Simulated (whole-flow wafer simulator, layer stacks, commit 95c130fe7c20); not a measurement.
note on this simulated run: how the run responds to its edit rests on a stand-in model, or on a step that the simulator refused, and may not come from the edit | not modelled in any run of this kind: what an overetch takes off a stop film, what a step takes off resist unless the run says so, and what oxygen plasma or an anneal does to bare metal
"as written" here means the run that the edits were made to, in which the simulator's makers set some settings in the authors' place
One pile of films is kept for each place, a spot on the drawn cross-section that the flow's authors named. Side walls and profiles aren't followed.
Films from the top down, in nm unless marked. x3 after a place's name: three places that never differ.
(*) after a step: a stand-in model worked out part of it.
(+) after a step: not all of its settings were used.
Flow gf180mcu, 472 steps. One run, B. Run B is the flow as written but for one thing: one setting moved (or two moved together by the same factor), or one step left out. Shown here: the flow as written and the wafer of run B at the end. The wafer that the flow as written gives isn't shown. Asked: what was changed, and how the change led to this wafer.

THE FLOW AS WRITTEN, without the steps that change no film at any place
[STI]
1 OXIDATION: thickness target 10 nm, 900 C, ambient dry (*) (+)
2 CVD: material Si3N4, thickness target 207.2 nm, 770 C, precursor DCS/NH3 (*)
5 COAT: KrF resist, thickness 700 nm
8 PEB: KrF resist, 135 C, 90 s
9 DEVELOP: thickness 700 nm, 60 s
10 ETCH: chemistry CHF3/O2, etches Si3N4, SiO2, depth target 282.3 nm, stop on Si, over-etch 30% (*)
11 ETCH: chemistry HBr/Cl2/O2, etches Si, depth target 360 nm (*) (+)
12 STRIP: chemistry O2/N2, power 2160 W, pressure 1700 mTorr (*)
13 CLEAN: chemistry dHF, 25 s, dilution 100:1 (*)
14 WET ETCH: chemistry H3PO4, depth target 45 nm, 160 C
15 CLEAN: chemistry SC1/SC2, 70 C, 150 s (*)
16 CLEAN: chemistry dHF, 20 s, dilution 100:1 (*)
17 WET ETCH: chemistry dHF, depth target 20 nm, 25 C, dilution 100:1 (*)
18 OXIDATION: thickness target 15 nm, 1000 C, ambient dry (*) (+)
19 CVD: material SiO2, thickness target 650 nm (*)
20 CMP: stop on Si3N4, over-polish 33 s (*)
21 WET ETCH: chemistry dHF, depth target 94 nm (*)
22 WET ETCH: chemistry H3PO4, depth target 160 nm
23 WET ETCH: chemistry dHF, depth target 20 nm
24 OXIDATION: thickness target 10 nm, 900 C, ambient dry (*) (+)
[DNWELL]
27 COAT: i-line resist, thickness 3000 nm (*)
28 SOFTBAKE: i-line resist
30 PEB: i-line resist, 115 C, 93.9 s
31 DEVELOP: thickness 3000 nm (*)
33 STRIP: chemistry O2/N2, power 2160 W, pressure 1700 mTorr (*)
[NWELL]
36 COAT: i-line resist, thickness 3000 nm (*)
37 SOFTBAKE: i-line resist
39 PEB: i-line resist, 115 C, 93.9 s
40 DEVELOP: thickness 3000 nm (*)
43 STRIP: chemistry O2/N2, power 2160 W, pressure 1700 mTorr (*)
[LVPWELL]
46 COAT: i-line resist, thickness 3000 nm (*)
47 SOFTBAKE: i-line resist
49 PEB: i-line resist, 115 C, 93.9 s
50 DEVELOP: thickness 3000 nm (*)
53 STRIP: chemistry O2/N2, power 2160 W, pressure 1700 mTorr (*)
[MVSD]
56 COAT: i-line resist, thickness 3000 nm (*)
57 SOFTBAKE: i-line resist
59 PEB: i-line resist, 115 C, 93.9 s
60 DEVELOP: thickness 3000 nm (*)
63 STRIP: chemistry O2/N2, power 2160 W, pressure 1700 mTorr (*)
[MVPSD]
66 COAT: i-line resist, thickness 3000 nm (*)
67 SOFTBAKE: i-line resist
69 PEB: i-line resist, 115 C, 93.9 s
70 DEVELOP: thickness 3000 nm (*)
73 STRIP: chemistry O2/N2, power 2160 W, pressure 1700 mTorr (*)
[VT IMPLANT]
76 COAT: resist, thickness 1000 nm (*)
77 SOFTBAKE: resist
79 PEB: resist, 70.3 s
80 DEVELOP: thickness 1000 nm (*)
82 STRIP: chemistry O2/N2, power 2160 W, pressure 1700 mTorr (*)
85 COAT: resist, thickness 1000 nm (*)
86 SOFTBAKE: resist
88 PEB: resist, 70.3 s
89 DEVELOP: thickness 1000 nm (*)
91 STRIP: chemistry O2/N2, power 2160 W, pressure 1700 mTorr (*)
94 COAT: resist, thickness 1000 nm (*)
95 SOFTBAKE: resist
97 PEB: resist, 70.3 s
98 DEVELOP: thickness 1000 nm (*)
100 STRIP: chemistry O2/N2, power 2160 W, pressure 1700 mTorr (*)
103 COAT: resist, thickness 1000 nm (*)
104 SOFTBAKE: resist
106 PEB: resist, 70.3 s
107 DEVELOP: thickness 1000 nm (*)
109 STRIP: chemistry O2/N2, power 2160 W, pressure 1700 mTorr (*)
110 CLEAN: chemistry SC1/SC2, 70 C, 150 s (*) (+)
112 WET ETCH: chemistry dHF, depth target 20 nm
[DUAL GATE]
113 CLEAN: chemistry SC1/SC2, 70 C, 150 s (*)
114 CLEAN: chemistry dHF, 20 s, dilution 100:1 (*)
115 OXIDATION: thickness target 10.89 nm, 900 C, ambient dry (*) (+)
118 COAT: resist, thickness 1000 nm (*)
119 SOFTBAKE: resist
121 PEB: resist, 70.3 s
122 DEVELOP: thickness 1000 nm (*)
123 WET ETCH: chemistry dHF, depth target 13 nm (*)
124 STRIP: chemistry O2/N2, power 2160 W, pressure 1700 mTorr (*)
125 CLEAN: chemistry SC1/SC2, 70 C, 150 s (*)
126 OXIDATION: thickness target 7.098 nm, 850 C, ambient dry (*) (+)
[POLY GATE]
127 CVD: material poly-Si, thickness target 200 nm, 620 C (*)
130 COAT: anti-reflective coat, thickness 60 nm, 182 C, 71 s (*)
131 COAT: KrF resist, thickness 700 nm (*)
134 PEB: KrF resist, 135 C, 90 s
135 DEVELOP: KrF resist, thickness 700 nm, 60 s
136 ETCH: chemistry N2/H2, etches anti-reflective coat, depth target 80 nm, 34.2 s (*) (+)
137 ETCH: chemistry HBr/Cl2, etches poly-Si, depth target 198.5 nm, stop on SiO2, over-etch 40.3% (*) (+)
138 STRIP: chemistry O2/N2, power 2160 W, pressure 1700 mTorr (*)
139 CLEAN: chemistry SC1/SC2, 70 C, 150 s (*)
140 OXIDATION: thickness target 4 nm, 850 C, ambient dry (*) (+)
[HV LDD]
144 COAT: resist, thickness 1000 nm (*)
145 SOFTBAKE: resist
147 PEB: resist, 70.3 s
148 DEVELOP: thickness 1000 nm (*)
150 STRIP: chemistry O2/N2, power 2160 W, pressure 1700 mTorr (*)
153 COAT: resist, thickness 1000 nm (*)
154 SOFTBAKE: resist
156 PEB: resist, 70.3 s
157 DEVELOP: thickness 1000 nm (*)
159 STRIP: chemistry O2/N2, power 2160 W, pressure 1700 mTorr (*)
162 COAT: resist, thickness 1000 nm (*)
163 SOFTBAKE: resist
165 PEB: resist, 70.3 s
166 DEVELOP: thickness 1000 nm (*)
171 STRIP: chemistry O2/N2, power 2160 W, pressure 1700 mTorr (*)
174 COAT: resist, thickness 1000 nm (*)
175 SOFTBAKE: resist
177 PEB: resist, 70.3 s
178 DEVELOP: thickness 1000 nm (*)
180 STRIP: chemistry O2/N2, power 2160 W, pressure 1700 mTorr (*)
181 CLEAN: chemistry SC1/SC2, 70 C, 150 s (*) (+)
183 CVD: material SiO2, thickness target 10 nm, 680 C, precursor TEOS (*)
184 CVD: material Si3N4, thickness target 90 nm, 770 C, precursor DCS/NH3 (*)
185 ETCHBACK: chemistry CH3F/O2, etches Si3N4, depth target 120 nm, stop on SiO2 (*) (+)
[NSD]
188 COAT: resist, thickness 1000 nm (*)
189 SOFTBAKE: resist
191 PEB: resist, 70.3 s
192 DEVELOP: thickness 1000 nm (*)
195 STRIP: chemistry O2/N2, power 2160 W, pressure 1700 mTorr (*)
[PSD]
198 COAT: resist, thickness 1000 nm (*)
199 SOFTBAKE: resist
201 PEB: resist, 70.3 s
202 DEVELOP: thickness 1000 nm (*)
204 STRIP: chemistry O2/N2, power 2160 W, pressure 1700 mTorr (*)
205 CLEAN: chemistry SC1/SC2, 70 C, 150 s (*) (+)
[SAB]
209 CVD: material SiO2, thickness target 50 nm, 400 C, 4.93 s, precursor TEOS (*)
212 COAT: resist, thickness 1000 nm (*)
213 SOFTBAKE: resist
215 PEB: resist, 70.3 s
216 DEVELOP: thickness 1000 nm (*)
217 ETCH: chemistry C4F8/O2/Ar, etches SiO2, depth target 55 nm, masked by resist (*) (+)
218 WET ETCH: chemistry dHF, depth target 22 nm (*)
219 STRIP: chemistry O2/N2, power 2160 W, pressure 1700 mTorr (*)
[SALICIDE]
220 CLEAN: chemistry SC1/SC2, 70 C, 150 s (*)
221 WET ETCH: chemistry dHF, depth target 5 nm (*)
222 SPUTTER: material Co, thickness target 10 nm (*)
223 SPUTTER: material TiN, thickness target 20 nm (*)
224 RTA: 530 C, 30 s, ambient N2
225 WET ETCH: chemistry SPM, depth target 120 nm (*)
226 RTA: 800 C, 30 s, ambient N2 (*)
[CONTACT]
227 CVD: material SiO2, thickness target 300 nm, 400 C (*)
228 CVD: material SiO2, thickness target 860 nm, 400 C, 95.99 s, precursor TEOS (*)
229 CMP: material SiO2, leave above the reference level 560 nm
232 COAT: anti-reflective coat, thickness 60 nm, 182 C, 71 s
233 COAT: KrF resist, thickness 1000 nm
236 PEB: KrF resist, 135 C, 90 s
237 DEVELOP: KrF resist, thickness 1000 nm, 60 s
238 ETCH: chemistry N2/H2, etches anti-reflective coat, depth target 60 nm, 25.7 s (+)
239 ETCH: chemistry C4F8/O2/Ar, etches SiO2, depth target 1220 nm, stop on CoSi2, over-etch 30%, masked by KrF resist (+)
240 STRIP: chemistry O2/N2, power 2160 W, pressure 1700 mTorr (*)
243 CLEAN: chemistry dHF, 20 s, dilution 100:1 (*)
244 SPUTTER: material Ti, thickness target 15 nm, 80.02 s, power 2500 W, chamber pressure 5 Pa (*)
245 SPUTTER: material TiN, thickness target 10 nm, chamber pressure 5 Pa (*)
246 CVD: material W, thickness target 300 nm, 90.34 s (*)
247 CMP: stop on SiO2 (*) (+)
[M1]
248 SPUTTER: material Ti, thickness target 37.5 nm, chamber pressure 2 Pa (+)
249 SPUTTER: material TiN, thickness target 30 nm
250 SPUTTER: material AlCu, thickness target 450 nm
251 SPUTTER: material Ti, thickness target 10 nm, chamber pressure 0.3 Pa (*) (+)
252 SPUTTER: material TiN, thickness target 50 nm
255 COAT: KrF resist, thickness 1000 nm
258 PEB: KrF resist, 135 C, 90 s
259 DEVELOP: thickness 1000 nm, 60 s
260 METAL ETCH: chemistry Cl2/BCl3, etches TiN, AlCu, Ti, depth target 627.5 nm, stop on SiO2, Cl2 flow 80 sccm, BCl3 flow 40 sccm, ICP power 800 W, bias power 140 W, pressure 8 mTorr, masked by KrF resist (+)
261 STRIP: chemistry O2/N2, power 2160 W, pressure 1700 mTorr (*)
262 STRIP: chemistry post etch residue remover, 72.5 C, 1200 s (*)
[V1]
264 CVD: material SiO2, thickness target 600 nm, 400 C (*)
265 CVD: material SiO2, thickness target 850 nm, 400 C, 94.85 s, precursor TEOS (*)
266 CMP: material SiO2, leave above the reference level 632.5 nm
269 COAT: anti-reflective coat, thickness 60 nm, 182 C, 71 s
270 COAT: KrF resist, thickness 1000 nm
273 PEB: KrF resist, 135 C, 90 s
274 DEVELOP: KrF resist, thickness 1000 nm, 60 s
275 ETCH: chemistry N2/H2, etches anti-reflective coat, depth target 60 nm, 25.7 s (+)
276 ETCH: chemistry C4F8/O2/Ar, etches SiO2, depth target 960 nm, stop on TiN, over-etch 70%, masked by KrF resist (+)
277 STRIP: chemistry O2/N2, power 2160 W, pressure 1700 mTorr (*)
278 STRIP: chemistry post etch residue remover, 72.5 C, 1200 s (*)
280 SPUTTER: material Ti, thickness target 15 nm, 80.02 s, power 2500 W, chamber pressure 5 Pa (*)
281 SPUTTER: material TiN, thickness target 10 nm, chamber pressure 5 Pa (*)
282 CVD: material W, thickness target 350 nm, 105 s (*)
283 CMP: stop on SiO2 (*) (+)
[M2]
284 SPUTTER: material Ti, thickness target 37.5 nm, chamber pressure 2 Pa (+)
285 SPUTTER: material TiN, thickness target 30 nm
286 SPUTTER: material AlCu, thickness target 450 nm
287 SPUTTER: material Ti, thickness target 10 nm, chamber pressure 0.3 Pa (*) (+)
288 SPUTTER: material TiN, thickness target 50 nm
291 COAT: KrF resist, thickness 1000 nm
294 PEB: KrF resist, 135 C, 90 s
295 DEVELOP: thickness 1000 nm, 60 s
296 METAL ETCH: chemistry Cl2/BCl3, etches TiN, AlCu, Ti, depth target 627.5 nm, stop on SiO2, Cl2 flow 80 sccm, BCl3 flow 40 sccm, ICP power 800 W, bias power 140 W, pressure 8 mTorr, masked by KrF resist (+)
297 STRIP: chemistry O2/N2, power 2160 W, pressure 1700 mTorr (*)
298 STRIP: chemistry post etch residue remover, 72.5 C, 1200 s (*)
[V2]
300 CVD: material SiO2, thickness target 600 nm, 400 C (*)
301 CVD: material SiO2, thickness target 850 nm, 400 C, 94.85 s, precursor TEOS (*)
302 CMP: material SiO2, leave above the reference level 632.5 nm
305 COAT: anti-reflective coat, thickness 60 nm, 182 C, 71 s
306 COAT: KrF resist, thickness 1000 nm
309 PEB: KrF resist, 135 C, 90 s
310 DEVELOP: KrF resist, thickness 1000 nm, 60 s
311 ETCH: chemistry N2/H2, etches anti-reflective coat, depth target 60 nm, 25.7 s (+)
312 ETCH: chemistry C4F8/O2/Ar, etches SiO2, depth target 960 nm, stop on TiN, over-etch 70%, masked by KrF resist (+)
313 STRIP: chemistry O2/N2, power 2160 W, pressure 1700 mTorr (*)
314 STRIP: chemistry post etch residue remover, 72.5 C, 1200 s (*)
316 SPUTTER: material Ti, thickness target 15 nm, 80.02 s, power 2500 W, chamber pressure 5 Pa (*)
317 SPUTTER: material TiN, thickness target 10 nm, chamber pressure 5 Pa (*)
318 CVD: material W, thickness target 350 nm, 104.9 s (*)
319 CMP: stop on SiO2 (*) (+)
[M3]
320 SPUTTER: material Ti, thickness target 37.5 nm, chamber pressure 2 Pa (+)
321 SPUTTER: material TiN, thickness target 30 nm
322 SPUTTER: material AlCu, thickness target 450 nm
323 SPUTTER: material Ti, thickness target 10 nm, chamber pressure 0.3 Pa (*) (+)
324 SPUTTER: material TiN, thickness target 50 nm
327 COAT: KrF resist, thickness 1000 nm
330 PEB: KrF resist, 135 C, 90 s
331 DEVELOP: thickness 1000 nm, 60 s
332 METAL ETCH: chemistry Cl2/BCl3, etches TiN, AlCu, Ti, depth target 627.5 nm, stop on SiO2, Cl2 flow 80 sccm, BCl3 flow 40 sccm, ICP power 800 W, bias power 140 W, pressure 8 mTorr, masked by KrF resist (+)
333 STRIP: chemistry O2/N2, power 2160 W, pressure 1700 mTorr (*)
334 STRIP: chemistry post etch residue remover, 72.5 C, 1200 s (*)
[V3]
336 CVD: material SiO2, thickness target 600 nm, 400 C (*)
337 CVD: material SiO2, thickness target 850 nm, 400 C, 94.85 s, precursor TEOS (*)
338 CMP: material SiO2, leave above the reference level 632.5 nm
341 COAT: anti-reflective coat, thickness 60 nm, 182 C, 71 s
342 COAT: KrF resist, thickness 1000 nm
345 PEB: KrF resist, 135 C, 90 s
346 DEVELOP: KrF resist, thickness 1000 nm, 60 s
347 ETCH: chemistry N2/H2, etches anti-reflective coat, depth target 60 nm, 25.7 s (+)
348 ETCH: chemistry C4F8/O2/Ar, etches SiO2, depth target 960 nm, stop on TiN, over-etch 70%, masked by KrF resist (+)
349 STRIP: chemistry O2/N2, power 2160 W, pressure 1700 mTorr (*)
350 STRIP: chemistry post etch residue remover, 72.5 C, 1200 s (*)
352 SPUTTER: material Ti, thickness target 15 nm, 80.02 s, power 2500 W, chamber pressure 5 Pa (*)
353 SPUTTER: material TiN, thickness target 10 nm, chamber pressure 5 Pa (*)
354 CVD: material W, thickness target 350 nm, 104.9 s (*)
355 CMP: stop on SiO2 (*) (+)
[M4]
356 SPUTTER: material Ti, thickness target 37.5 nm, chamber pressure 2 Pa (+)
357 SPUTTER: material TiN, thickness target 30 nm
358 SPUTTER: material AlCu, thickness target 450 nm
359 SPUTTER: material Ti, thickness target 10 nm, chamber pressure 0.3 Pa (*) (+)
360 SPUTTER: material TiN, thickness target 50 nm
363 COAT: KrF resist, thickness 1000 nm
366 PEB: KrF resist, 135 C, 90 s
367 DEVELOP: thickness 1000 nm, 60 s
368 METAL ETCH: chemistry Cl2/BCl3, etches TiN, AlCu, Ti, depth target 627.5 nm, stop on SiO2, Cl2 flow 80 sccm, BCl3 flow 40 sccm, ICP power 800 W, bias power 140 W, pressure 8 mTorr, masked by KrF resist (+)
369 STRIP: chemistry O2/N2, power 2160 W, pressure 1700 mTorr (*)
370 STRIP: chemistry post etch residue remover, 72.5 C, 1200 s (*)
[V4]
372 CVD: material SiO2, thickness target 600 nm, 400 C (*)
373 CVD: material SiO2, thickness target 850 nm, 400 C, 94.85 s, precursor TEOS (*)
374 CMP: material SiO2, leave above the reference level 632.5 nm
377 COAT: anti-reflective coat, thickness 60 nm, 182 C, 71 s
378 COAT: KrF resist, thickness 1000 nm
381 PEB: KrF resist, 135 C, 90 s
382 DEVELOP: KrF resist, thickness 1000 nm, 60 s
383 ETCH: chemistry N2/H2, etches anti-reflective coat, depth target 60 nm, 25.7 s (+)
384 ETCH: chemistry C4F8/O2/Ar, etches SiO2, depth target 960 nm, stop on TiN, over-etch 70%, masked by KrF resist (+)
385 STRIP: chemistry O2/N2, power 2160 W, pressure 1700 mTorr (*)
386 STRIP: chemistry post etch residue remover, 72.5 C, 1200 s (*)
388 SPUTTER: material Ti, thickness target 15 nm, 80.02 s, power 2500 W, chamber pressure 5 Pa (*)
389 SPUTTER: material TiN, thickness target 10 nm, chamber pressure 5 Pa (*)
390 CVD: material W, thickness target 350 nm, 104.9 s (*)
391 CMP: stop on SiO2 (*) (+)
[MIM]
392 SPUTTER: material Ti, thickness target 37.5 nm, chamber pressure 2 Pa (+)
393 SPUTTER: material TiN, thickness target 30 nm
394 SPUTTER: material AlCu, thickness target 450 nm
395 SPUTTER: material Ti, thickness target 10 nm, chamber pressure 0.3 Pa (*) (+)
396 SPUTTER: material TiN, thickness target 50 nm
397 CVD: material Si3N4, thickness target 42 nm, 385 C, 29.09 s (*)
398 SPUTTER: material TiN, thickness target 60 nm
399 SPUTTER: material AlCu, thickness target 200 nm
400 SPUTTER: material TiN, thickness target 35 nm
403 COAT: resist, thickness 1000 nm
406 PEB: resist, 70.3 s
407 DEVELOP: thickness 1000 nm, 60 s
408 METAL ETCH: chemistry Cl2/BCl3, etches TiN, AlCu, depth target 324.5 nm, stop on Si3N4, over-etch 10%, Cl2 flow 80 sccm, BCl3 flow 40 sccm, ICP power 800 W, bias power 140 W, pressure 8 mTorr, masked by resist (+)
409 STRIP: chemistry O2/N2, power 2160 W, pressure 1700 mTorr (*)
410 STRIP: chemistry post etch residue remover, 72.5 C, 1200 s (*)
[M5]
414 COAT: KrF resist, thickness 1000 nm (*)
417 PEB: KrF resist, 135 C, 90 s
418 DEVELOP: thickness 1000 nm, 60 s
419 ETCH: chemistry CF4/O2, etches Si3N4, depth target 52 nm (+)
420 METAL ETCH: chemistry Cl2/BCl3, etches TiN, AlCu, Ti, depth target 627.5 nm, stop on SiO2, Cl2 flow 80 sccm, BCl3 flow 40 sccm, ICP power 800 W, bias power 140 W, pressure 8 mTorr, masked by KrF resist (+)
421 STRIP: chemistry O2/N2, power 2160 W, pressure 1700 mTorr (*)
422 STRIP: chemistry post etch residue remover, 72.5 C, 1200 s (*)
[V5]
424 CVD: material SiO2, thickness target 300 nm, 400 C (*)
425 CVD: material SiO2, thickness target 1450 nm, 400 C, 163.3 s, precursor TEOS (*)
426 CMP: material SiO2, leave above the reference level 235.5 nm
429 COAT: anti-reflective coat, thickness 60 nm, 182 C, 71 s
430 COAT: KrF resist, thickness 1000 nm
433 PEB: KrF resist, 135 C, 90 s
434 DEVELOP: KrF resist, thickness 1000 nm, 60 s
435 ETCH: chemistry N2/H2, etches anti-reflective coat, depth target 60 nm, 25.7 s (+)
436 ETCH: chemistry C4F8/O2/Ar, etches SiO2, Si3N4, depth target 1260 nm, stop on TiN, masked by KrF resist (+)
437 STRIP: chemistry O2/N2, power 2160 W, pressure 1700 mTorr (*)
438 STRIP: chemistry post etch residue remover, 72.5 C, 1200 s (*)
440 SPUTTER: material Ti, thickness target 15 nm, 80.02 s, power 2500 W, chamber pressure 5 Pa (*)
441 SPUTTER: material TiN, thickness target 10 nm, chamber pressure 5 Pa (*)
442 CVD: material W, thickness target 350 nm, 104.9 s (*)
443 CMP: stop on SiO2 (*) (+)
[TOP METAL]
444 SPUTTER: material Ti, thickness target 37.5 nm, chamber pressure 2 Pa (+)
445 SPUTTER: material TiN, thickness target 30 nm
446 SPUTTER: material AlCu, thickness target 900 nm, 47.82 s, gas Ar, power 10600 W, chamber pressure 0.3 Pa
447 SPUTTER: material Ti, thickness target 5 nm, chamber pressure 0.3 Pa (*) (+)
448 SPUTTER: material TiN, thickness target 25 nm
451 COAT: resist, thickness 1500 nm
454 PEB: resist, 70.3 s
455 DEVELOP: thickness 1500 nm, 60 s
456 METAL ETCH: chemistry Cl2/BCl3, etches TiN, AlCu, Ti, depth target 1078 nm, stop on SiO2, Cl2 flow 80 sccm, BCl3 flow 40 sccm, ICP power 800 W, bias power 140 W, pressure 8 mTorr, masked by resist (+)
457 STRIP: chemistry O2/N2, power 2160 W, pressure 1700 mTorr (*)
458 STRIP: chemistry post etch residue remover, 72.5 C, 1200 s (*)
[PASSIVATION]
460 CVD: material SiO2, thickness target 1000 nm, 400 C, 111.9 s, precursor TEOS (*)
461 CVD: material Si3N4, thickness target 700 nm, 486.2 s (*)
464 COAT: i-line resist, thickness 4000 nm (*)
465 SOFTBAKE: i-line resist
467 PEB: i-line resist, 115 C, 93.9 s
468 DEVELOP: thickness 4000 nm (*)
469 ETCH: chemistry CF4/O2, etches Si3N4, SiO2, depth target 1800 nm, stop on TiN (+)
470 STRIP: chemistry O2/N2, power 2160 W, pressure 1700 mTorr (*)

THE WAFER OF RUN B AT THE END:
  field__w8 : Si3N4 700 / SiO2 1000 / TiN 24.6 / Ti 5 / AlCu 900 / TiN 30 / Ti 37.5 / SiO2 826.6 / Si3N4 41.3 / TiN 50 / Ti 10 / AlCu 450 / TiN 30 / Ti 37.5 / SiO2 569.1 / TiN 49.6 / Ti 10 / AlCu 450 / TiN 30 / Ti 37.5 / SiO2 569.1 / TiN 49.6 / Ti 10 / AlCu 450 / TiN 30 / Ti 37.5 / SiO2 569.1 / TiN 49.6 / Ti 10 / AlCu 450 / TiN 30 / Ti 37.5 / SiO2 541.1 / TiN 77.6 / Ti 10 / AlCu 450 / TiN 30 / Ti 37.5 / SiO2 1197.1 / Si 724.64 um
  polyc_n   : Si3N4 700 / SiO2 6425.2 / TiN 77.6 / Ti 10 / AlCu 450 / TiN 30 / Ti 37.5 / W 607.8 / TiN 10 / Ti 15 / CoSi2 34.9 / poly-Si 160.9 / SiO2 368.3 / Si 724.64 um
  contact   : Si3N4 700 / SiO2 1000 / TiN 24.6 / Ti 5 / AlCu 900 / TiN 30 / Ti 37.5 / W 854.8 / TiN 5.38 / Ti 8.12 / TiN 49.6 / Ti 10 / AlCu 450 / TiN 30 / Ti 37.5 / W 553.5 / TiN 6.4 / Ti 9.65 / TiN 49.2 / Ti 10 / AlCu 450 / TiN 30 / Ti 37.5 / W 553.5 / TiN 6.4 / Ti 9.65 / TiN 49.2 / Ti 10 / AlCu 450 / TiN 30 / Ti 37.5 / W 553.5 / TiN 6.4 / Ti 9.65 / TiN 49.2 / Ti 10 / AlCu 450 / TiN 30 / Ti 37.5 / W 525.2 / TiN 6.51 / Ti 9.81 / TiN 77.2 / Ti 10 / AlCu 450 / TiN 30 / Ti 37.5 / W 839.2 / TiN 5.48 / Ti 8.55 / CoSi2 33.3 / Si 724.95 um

The cause: step 252, SPUTTER: thickness target 78 nm was run, where the flow has thickness target 50 nm.

How the change led to this, step by step:
  252 SPUTTER: material TiN, thickness target 50 nm
      field, field__w1, field__w2 and 108 more: TiN +78 (new film) (as written it would be: TiN +50 (new film))
  260 METAL ETCH: chemistry Cl2/BCl3, etches TiN, AlCu, Ti, depth target 627.5 nm, stop on SiO2, Cl2 flow 80 sccm, BCl3 flow 40 sccm, ICP power 800 W, bias power 140 W, pressure 8 mTorr, masked by KrF resist (+)
      field, field__w1, field__w2 and 99 more: TiN -78 (all of it), Ti -10 (all of it), AlCu -450 (all of it), TiN -30 (all of it), Ti -37.5 (all of it) (as written it would be: TiN -50 (all of it), Ti -10 (all of it), AlCu -450 (all of it), TiN -30 (all of it), Ti -37.5 (all of it))
  266 CMP: material SiO2, leave above the reference level 632.5 nm
      field__w8, contact, m1 and 6 more: SiO2 -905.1 (as written it would be: SiO2 -877.1)
  276 ETCH: chemistry C4F8/O2/Ar, etches SiO2, depth target 960 nm, stop on TiN, over-etch 70%, masked by KrF resist (+)
      field, field__w1, field__w2 and 107 more: KrF resist -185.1 (as written it would be: KrF resist -192)
      contact: SiO2 -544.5 (all of it) (as written it would be: SiO2 -572.5 (all of it))
  282 CVD: material W, thickness target 350 nm, 105 s (*)
      contact: W +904 (new film) (as written it would be: W +932.3 (new film))
